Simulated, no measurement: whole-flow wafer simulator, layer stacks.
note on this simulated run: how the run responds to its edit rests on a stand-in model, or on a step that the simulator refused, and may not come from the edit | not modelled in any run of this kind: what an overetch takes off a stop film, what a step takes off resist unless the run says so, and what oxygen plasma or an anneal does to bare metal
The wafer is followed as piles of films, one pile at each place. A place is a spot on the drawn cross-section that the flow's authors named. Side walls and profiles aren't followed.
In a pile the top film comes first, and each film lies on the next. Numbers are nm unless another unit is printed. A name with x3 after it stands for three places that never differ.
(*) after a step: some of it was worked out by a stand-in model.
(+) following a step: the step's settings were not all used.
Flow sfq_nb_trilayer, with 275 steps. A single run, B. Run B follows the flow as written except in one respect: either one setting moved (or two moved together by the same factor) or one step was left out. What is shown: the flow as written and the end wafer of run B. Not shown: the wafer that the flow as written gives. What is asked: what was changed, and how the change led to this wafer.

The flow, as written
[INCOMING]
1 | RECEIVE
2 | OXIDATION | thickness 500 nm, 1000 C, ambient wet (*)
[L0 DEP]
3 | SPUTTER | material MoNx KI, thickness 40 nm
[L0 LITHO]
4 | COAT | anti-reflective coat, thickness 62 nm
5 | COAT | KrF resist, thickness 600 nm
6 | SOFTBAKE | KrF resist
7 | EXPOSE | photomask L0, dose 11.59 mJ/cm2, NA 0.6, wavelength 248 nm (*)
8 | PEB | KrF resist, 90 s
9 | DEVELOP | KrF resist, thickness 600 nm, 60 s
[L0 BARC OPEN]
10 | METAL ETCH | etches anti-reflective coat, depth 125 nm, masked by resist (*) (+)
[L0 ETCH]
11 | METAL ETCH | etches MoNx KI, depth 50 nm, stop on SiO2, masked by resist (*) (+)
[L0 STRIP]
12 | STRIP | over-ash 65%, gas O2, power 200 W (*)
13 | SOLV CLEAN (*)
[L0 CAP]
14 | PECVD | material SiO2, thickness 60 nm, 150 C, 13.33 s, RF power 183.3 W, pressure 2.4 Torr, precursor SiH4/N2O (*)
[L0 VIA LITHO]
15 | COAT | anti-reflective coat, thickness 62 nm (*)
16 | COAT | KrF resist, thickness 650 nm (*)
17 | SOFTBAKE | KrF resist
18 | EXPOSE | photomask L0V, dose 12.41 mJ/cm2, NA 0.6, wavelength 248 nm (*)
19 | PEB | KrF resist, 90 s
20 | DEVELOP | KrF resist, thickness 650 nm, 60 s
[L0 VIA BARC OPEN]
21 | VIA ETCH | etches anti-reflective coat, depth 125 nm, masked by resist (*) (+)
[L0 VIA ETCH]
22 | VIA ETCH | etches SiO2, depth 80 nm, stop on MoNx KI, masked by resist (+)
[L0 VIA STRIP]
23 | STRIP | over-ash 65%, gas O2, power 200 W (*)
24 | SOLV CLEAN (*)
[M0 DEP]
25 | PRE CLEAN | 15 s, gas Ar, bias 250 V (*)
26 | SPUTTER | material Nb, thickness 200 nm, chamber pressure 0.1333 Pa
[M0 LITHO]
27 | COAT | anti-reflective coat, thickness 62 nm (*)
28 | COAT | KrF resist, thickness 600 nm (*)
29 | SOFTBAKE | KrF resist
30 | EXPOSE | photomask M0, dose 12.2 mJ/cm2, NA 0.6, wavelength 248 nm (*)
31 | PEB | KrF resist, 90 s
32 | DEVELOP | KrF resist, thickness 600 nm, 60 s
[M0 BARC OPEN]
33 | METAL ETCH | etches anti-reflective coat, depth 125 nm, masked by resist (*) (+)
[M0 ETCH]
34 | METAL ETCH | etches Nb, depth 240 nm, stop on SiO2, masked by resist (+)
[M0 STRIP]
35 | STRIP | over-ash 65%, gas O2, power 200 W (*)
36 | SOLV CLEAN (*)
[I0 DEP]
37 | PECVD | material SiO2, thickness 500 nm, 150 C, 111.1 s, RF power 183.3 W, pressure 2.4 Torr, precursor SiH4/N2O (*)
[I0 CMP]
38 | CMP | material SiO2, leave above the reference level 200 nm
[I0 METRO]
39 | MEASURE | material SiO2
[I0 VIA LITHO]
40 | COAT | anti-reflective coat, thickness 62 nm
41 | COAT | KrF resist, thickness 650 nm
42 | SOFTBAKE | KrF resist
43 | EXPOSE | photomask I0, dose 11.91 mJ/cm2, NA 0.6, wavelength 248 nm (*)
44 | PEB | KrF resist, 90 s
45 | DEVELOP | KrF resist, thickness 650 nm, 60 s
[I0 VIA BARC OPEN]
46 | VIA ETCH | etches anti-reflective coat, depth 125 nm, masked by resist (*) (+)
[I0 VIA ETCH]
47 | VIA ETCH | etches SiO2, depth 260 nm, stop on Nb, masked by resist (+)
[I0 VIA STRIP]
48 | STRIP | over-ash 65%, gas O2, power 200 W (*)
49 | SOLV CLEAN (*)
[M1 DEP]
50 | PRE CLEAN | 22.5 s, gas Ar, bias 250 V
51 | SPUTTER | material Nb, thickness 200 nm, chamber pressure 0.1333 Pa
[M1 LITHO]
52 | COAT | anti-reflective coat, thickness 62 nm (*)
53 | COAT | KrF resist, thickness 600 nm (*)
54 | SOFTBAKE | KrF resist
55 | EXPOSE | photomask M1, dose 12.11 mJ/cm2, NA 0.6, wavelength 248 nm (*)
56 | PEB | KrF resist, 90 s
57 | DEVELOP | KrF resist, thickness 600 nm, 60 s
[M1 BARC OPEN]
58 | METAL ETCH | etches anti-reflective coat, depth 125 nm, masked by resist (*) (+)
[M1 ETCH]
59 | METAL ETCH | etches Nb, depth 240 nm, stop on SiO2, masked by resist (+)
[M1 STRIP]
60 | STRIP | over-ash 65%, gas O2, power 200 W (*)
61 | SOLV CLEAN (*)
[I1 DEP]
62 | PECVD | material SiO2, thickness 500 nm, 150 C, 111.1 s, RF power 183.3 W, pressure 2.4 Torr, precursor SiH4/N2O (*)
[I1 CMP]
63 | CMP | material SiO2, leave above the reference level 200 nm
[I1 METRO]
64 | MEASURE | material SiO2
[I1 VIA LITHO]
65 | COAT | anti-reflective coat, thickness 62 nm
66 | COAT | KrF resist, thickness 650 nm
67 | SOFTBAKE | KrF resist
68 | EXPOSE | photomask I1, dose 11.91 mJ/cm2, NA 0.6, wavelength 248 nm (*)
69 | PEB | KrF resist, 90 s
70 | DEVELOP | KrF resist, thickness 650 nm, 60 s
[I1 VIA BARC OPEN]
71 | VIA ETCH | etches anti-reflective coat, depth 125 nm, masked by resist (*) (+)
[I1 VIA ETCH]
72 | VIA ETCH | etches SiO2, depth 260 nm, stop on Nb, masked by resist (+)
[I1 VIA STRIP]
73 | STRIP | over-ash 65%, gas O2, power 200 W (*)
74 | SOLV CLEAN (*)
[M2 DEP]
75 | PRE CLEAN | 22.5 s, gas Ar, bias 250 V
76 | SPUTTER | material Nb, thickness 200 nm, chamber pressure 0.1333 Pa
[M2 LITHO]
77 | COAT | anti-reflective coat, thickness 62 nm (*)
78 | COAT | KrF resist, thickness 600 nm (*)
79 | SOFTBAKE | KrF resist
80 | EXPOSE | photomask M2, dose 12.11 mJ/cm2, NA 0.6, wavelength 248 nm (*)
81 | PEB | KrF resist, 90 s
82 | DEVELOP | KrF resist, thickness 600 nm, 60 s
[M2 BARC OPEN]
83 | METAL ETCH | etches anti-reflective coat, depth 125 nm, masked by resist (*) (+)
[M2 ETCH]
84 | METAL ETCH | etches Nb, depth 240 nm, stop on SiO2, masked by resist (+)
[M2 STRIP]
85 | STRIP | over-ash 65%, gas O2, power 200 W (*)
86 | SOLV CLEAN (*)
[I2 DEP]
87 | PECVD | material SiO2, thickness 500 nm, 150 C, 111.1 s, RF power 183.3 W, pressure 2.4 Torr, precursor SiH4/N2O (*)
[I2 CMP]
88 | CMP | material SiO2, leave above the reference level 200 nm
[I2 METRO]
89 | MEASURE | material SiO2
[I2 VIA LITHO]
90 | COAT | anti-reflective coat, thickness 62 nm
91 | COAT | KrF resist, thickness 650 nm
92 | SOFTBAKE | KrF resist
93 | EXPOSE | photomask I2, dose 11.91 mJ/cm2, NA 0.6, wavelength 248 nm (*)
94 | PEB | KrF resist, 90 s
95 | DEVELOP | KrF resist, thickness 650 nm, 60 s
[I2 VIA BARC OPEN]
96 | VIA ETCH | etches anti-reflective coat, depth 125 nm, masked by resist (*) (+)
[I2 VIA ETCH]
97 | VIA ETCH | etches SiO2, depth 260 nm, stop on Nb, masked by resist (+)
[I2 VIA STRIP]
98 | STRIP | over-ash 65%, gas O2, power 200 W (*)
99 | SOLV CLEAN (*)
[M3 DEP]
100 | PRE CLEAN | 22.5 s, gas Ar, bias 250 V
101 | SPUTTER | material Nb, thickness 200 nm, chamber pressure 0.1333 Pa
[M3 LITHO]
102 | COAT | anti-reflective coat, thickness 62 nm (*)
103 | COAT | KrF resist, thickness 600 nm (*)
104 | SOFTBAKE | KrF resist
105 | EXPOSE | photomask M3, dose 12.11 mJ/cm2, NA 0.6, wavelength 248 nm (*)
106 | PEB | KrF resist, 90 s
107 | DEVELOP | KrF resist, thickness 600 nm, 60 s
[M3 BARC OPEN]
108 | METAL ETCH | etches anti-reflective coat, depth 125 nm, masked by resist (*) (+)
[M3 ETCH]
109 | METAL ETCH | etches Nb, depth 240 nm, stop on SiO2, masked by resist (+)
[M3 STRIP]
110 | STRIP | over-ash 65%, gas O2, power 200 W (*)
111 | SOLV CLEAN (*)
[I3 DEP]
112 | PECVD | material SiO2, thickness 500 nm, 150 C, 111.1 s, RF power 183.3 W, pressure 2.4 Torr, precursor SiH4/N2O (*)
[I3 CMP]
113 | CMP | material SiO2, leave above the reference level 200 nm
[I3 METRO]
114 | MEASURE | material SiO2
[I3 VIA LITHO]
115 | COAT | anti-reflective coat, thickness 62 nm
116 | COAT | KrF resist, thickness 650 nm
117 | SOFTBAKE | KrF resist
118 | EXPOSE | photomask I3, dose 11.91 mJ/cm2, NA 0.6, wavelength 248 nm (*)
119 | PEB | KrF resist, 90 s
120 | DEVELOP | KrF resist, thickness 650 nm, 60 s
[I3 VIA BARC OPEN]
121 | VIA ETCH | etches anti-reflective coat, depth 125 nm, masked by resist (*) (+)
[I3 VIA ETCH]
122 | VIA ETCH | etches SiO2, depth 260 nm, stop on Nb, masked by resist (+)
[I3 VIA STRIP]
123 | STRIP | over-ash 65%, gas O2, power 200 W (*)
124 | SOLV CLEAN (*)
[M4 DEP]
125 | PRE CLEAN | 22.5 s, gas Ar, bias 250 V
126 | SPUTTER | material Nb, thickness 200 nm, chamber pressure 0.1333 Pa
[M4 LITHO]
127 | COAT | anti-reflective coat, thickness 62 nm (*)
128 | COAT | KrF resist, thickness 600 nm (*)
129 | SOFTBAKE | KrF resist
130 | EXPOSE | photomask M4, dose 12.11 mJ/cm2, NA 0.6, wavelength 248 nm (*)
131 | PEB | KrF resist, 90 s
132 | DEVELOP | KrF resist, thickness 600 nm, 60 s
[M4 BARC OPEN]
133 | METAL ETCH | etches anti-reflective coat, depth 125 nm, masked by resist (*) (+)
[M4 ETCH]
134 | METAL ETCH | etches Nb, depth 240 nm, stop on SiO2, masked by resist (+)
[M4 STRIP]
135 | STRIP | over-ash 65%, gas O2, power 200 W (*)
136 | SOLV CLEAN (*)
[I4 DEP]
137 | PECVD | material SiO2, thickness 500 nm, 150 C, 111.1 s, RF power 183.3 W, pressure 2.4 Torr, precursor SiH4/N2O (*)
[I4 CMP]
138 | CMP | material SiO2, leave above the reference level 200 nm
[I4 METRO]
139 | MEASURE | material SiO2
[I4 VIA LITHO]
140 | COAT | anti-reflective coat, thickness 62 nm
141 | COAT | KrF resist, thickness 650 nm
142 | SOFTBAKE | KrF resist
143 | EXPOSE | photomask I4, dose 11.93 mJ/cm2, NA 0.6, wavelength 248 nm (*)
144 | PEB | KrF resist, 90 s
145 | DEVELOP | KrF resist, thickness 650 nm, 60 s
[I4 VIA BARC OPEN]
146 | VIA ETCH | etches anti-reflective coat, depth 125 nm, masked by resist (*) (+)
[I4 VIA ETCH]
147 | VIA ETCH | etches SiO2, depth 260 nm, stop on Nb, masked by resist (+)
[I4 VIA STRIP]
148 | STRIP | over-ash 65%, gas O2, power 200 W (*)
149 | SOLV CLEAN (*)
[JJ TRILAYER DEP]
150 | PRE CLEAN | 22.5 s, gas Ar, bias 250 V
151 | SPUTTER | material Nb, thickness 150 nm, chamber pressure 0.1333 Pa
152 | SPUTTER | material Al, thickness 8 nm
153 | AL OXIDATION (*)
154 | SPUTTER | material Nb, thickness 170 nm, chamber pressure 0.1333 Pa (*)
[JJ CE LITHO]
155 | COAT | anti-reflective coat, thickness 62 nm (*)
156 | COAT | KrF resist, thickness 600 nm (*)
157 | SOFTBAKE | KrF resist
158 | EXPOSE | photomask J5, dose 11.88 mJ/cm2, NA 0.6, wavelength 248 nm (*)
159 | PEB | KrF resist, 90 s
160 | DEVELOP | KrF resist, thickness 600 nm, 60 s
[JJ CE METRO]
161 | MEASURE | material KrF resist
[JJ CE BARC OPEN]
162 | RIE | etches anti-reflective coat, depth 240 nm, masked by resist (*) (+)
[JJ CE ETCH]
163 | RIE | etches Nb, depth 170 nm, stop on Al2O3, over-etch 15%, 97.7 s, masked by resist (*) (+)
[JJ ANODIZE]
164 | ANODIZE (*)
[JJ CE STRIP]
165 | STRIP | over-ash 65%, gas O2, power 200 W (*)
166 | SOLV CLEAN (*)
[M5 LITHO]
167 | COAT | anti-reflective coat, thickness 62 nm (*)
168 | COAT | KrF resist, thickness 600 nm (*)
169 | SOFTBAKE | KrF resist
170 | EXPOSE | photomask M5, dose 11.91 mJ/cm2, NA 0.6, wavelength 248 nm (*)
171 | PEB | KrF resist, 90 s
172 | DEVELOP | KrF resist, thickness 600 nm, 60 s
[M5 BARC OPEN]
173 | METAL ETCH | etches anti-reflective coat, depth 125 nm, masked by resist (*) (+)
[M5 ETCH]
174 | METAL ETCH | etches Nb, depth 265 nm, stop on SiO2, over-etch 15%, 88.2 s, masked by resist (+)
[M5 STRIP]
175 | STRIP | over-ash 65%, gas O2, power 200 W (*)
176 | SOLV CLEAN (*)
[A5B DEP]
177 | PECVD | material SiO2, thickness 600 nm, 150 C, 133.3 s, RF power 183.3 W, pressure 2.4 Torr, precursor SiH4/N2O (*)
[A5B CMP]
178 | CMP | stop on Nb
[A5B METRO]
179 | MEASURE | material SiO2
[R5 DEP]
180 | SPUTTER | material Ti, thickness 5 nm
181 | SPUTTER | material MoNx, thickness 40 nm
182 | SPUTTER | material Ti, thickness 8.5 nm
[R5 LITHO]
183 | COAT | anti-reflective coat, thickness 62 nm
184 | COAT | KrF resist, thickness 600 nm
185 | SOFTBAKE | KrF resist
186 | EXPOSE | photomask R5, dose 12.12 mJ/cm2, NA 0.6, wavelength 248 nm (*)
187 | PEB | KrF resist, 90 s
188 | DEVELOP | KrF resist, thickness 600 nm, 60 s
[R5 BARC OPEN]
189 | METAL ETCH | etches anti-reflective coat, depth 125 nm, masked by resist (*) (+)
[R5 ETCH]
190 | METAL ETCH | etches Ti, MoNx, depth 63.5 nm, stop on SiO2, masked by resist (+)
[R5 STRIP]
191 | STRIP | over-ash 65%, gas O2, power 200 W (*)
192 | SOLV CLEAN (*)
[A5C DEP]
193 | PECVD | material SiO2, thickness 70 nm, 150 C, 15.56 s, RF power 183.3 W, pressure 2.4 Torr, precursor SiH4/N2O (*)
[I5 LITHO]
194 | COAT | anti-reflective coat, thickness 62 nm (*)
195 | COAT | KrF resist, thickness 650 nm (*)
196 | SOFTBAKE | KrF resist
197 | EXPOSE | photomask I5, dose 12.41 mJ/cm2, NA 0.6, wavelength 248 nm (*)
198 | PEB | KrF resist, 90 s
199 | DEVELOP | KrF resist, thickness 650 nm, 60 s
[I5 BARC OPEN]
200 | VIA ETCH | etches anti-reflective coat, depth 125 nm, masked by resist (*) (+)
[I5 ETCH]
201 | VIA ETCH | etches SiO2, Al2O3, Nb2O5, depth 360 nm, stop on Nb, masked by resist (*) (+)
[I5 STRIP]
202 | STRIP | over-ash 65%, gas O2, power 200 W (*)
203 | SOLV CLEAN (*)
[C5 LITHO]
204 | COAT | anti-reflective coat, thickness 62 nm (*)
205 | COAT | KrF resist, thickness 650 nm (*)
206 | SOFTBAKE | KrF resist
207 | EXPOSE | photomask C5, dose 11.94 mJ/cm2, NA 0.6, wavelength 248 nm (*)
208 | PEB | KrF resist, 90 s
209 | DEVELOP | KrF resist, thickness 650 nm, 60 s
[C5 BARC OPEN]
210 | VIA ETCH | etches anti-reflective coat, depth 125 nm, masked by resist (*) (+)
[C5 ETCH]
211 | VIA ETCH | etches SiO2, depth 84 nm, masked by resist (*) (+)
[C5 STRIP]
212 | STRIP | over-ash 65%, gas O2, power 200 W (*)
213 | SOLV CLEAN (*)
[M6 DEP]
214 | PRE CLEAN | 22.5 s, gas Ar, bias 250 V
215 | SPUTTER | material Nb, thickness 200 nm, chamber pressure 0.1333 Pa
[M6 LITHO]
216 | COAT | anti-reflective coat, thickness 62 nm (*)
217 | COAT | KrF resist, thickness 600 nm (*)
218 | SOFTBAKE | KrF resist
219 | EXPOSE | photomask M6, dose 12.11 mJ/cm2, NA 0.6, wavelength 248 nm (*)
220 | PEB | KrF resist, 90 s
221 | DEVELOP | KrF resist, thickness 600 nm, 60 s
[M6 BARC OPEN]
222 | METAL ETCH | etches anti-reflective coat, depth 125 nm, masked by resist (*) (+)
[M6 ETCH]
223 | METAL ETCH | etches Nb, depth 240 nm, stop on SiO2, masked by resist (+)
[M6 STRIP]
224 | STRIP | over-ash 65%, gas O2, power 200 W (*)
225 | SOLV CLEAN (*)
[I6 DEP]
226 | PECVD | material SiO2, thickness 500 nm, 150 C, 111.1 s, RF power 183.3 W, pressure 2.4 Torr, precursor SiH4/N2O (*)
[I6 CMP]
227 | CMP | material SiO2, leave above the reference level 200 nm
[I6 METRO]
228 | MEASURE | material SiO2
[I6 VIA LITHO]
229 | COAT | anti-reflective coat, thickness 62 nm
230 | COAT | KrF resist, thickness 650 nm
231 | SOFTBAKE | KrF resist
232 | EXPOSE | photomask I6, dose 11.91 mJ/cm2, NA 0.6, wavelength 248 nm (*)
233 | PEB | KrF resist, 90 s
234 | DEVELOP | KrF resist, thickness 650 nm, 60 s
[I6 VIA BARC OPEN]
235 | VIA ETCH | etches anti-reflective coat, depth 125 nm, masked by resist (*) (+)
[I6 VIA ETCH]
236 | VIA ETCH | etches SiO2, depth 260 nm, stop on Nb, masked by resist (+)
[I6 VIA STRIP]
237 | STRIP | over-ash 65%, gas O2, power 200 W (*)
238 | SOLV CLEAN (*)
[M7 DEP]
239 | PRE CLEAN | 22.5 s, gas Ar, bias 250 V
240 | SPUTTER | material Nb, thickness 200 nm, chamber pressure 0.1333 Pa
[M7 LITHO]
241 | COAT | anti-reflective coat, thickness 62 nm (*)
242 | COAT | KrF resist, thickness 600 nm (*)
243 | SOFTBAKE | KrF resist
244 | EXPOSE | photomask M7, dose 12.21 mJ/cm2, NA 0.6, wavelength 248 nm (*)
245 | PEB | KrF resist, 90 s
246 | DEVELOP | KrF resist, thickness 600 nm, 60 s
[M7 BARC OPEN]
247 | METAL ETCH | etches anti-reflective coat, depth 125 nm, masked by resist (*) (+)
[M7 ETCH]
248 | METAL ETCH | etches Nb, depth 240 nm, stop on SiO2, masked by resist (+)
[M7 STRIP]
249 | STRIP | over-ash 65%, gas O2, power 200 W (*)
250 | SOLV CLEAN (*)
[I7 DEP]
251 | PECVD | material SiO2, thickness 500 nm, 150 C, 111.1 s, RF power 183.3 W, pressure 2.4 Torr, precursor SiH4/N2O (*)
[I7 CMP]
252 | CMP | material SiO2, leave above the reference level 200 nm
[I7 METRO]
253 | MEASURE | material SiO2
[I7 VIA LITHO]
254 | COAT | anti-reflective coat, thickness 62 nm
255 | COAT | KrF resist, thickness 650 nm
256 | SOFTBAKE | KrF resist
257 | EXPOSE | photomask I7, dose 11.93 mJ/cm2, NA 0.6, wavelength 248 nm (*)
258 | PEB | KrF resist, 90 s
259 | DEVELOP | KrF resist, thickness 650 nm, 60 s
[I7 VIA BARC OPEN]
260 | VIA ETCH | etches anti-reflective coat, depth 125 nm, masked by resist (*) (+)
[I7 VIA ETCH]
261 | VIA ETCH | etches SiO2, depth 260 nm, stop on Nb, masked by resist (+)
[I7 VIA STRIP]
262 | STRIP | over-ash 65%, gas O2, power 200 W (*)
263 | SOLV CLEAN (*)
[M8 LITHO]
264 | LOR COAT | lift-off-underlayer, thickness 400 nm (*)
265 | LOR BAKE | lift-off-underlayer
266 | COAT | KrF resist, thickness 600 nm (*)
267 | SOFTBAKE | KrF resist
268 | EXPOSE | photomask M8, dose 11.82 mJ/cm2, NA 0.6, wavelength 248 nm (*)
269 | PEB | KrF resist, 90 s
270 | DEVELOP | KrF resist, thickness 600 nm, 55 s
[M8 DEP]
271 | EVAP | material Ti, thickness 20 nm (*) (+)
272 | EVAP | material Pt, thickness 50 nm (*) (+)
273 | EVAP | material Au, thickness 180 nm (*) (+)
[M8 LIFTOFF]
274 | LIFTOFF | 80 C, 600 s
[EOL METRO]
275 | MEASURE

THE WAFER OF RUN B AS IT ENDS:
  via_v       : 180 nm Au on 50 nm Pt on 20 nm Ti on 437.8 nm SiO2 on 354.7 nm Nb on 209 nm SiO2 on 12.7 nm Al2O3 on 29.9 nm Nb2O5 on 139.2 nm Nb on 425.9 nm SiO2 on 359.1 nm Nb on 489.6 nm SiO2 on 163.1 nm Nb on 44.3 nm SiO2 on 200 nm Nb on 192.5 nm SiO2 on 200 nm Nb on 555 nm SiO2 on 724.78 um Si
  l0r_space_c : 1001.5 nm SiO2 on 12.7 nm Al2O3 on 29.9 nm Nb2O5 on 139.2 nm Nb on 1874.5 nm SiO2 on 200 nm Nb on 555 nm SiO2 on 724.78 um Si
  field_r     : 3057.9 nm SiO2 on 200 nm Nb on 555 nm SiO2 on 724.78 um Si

Cause: step 63, CMP: leave above the reference level 312 nm was run, though the flow has leave above the reference level 200 nm.

The path from the change to this, step by step:
  63 | CMP | material SiO2, leave above the reference level 200 nm
      field_l, be, be_sur and 72 more: nothing (as written it would have been: SiO2 loses 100)
      lsp_m, ln_m6, lsp_r, l0_sur, l0v: nothing (as written it would have been: SiO2 loses 94.9)
      (as well as at 26 more places)
  65 | COAT | anti-reflective coat, thickness 62 nm
      m0r_space_l, m0r_space_r, m6r_space_l, m6r_space_r, m7r_space_l, m7r_space_r: anti-reflective coat gains 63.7 (new film) (as written it would have been: anti-reflective coat gains 62 (new film))
      field_l, r5r_line_c: anti-reflective coat gains 63.9 (new film) (as written it would have been: anti-reflective coat gains 62 (new film))
      (as well as at 16 more places)
  72 | VIA ETCH | etches SiO2, depth 260 nm, stop on Nb, masked by resist (+)
      via_v: SiO2 loses 260 (as written it would have been: SiO2 loses 199.8 (all of it))
  73 | STRIP | over-ash 65%, gas O2, power 200 W (*)
      m0r_space_l, m0r_space_r, m6r_space_l, m6r_space_r, m7r_space_l, m7r_space_r: KrF resist loses 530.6 (all of it), anti-reflective coat loses 63.7 (all of it) (as written it would have been: KrF resist loses 528.6 (all of it), anti-reflective coat loses 62 (all of it))
      m5r_linepad_l, m5r_linepad_r: KrF resist loses 526.9 (all of it), anti-reflective coat loses 67.5 (all of it) (as written it would have been: KrF resist loses 528.6 (all of it), anti-reflective coat loses 62 (all of it))
      (as well as at 16 more places)
  75 | PRE CLEAN | 22.5 s, gas Ar, bias 250 V
      via_v: SiO2 loses 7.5 (as written it would have been: Nb loses 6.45)
  76 | SPUTTER | material Nb, thickness 200 nm, chamber pressure 0.1333 Pa
      via_v: Nb gains 163.1 (new film) (as written it would have been: Nb gains 174.5)
  77 | COAT | anti-reflective coat, thickness 62 nm (*)
      m0r_space_l, m0r_space_r, m6r_space_l, m6r_space_r, m7r_space_l, m7r_space_r: anti-reflective coat gains 63.5 (new film) (as written it would have been: anti-reflective coat gains 62 (new film))
      m5r_linepad_l, m5r_linepad_r: anti-reflective coat gains 66.6 (new film) (as written it would have been: anti-reflective coat gains 62 (new film))
      (as well as at 17 more places)
  78 | COAT | KrF resist, thickness 600 nm (*)
      via_v: KrF resist gains 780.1 (new film) (as written it would have been: KrF resist gains 733.7 (new film))
  83 | METAL ETCH | etches anti-reflective coat, depth 125 nm, masked by resist (*) (+)
      m0r_space_l, m0r_space_r, m6r_space_l, m6r_space_r, m7r_space_l, m7r_space_r: anti-reflective coat loses 63.5 (all of it) (as written it would have been: anti-reflective coat loses 62 (all of it))
      m5r_linepad_l, m5r_linepad_r: anti-reflective coat loses 66.6 (all of it) (as written it would have been: anti-reflective coat loses 62 (all of it))
      (as well as at 12 more places)
  85 | STRIP | over-ash 65%, gas O2, power 200 W (*)
      v_sur: KrF resist loses 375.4 (all of it), anti-reflective coat loses 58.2 (all of it) (as written it would have been: KrF resist loses 380 (all of it), anti-reflective coat loses 61.4 (all of it))
      via_wr: KrF resist loses 368.3 (all of it), anti-reflective coat loses 59.5 (all of it) (as written it would have been: KrF resist loses 374.6 (all of it), anti-reflective coat loses 60.8 (all of it))
      (as well as at 3 more places)
  87 | PECVD | material SiO2, thickness 500 nm, 150 C, 111.1 s, RF power 183.3 W, pressure 2.4 Torr, precursor SiH4/N2O (*)
      via_v: SiO2 gains 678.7 (new film) (as written it would have been: SiO2 gains 606 (new film))
  88 | CMP | material SiO2, leave above the reference level 200 nm
      field_l, be, be_sur and 72 more: SiO2 loses 88 (as written it would have been: SiO2 loses 100)
      lsp_m, ln_m6, lsp_r, l0_sur, l0v: SiO2 loses 82.9 (as written it would have been: SiO2 loses 100)
Taking metal films that touch as one body, via_v has 7 bodies (between them, from the top down: SiO2 437.8; SiO2 209 / Al2O3 12.7 / Nb2O5 29.9; SiO2 425.9; SiO2 489.6; SiO2 44.3; SiO2 192.5); the flow as written gives 6 bodies (between them, from the top down: SiO2 437.8; SiO2 209 / Al2O3 12.7 / Nb2O5 29.9; SiO2 425.9; SiO2 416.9; SiO2 192.5).
